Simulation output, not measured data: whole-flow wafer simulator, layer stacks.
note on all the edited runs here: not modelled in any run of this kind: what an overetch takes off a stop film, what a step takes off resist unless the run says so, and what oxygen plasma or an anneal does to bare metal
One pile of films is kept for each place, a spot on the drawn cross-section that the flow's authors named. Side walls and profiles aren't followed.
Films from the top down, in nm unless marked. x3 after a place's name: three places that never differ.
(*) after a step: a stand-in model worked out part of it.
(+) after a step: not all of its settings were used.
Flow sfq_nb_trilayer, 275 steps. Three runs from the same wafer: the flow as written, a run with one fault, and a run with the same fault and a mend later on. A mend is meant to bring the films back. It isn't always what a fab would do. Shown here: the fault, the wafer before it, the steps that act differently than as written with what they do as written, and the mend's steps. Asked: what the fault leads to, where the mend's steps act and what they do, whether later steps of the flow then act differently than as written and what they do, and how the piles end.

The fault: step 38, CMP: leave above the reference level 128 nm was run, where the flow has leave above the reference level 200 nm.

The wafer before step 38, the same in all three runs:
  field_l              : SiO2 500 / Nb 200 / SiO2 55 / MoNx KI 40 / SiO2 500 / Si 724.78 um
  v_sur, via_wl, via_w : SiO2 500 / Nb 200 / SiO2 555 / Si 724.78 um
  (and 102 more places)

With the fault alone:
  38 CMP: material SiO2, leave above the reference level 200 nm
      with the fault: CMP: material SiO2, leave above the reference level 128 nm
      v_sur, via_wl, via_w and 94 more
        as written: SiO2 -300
        with the fault: SiO2 -372
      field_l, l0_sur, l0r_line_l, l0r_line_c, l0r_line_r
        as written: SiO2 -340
        with the fault: SiO2 -412
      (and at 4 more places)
  Later steps of the flow that act differently than as written (3 more steps differ only slightly, by at most 2% or 0.5 nm, whichever is larger, and aren't shown):
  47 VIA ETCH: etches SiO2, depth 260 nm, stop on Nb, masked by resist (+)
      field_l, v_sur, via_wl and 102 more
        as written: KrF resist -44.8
        with the fault: KrF resist -33.1
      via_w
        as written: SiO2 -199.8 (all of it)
        with the fault: SiO2 -127.8 (all of it)
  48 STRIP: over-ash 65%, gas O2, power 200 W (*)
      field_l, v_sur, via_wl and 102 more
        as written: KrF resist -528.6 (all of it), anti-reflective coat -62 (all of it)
        with the fault: KrF resist -540.4 (all of it), anti-reflective coat -62 (all of it)
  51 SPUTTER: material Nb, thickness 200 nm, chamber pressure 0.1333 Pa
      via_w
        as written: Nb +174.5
        with the fault: Nb +189
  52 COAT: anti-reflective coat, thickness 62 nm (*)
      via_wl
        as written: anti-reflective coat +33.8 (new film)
        with the fault: anti-reflective coat +38.4 (new film)
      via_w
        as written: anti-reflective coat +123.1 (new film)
        with the fault: anti-reflective coat +106.6 (new film)
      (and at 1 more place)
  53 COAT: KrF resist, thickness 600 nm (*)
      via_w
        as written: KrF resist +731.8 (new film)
        with the fault: KrF resist +673.5 (new film)
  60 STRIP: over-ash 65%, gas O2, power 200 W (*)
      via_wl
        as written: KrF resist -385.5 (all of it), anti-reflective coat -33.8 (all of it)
        with the fault: KrF resist -390 (all of it), anti-reflective coat -38.4 (all of it)
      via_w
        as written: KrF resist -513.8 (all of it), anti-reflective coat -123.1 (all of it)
        with the fault: KrF resist -455.7 (all of it), anti-reflective coat -106.6 (all of it)
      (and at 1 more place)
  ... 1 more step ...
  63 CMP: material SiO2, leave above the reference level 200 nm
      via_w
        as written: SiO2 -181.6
        with the fault: SiO2 -162.1
  At the end the piles differ from the flow's by more than 2% or 0.5 nm, whichever is larger, at field_l, v_sur, via_wl and 103 more.
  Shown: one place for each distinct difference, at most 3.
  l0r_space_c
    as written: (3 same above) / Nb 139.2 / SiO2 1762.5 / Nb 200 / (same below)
    with the fault: (3 same above) / Nb 139.2 / SiO2 1690.5 / Nb 200 / (same below)
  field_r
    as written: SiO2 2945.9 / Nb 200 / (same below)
    with the fault: SiO2 2873.9 / Nb 200 / (same below)
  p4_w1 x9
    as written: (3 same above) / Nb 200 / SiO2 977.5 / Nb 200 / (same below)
    with the fault: (3 same above) / Nb 200 / SiO2 905.5 / Nb 200 / (same below)

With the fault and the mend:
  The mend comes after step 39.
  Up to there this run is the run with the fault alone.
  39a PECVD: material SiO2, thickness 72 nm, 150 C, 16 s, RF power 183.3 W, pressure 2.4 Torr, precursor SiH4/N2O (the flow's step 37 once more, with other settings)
      field_l, v_sur, via_wl and 103 more
        SiO2 +72
  No later step of the flow acts differently than as written at any place that is followed.
  At the end the piles are the same as the flow's at every place that both follow.
